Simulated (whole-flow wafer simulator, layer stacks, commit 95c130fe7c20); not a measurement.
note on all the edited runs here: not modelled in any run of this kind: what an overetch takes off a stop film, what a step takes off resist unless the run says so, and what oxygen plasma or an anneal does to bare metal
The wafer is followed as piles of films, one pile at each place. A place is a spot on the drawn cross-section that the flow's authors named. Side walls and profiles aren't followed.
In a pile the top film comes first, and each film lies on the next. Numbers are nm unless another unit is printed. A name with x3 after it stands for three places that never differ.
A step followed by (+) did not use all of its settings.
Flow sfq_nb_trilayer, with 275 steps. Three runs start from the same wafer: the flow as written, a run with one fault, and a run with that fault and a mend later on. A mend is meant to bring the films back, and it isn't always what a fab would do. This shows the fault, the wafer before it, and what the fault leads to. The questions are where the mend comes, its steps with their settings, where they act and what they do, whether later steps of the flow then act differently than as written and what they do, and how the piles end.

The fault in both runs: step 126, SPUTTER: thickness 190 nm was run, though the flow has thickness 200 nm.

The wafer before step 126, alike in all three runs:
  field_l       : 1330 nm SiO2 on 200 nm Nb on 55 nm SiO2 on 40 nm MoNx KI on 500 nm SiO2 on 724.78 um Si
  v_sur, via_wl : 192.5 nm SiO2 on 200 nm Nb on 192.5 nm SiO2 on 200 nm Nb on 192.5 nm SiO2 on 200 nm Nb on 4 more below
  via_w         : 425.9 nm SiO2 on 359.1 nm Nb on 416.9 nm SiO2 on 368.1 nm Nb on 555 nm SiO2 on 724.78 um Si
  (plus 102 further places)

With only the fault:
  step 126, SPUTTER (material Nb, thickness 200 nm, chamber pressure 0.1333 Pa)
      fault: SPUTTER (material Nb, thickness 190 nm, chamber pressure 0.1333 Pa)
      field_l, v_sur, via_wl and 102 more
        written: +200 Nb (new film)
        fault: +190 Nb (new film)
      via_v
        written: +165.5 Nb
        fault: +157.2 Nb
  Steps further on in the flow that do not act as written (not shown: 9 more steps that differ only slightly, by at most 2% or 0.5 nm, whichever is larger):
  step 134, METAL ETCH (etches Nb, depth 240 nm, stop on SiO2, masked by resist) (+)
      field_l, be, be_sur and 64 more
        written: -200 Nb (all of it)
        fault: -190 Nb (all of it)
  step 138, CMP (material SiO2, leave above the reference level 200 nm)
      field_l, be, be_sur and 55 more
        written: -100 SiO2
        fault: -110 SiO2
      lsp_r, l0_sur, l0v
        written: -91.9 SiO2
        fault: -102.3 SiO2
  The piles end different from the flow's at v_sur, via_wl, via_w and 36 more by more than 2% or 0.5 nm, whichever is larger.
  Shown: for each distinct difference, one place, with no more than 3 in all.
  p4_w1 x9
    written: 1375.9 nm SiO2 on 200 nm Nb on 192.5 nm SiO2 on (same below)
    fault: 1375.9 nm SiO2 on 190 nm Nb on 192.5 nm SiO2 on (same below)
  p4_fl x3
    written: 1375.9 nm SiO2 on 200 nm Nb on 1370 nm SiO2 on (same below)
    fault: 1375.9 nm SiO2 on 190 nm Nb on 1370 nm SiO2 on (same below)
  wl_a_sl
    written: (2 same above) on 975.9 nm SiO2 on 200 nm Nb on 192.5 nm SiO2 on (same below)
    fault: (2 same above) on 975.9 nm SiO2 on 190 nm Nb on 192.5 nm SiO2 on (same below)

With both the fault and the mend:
  The mend follows step 126.
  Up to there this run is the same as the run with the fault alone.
  step 126a, SPUTTER (material Nb, thickness 10 nm, chamber pressure 0.1333 Pa) (the flow's step 126, run once more with other settings)
      field_l, v_sur, via_wl and 102 more
        +10 Nb
      via_v
        +7.48 Nb
  Later steps of the flow that are run all act as written at every place that is followed, up to a difference of at most 2% or 0.5 nm, whichever is larger.
  At the end the piles are close to the flow's at the places that both follow, differing by at most 2% or 0.5 nm, whichever is larger.
